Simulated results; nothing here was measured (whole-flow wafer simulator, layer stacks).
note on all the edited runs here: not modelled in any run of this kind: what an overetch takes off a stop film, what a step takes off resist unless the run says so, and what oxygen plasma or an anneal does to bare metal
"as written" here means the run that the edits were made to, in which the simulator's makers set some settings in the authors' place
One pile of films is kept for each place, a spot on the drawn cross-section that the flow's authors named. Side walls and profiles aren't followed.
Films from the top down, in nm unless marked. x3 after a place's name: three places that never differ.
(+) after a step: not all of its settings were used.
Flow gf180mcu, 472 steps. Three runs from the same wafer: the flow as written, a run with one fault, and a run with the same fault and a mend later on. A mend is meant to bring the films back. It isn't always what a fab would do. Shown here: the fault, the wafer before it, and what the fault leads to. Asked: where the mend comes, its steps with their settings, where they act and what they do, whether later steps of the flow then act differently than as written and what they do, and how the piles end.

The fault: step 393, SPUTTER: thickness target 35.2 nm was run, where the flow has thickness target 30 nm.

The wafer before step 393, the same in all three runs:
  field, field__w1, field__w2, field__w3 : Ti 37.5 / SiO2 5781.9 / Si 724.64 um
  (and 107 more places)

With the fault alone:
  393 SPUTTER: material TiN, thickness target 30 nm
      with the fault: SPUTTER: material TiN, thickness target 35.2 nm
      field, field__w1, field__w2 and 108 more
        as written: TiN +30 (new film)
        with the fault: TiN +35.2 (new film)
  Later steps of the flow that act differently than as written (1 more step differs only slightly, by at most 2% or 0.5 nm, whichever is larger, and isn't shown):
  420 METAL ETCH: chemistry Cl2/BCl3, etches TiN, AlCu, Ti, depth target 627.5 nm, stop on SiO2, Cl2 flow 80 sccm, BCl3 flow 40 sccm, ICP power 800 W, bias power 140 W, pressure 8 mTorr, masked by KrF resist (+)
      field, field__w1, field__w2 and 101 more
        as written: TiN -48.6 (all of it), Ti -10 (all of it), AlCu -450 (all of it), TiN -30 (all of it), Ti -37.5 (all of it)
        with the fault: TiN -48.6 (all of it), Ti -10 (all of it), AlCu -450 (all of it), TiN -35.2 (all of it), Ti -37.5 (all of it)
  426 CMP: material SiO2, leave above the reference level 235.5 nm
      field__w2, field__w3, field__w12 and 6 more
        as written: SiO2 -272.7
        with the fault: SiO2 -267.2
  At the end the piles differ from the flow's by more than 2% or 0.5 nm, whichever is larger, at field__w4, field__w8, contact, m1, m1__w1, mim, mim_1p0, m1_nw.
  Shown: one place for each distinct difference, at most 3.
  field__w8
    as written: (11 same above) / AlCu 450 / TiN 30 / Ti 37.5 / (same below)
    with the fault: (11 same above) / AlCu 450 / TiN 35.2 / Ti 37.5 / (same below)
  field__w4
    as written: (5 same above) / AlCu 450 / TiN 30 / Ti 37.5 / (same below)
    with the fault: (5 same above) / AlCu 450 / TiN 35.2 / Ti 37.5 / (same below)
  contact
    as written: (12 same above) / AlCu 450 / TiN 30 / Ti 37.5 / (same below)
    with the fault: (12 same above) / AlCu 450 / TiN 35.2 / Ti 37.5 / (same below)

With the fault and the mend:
  The mend comes after step 393.
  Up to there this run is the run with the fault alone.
  393a METAL ETCH: chemistry Cl2/BCl3, etches TiN, AlCu, Ti, depth target 5.2 nm, Cl2 flow 80 sccm, BCl3 flow 40 sccm, ICP power 800 W, bias power 140 W, pressure 8 mTorr (the flow's step 260 once more, with other settings)
      field, field__w1, field__w2 and 108 more
        TiN -5.2
  No later step of the flow acts differently than as written at any place that is followed.
  At the end the piles are the same as the flow's at every place that both follow.
